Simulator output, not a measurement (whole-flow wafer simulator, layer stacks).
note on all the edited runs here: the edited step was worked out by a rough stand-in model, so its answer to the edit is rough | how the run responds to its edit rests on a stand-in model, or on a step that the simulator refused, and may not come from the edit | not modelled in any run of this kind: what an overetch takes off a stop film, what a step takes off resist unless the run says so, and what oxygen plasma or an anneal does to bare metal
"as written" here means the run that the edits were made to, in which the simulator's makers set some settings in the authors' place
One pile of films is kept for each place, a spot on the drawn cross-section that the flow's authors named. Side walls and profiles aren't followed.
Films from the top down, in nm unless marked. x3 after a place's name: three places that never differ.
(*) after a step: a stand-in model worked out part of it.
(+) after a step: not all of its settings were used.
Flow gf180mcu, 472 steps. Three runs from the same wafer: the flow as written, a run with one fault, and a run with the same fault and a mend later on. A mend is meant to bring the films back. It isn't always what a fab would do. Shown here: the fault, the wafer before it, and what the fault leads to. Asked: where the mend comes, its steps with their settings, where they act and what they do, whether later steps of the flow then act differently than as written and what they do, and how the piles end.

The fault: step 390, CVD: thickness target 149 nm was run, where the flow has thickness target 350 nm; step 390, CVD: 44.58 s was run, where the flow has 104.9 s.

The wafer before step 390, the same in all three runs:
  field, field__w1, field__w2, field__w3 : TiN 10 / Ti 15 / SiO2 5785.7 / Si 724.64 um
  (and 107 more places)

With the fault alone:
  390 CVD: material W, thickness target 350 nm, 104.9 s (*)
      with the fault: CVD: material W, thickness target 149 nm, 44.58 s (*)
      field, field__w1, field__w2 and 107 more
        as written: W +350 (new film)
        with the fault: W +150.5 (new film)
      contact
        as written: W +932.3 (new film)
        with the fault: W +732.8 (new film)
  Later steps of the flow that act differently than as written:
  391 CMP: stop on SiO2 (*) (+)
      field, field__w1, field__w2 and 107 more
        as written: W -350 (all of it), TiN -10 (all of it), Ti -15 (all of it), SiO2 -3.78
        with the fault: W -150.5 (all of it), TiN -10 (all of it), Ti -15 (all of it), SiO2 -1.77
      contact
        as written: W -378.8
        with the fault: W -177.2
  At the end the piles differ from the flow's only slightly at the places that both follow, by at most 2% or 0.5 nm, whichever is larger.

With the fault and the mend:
  The mend comes after step 390.
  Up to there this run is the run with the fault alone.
  390a CVD: material W, thickness target 201 nm, 60.24 s (the flow's step 390 once more, with other settings)
      field, field__w1, field__w2 and 108 more
        W +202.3
  No later step of the flow acts differently than as written, at any place that is followed, by more than 2% or 0.5 nm, whichever is larger.
  At the end the piles differ from the flow's only slightly at the places that both follow, by at most 2% or 0.5 nm, whichever is larger.
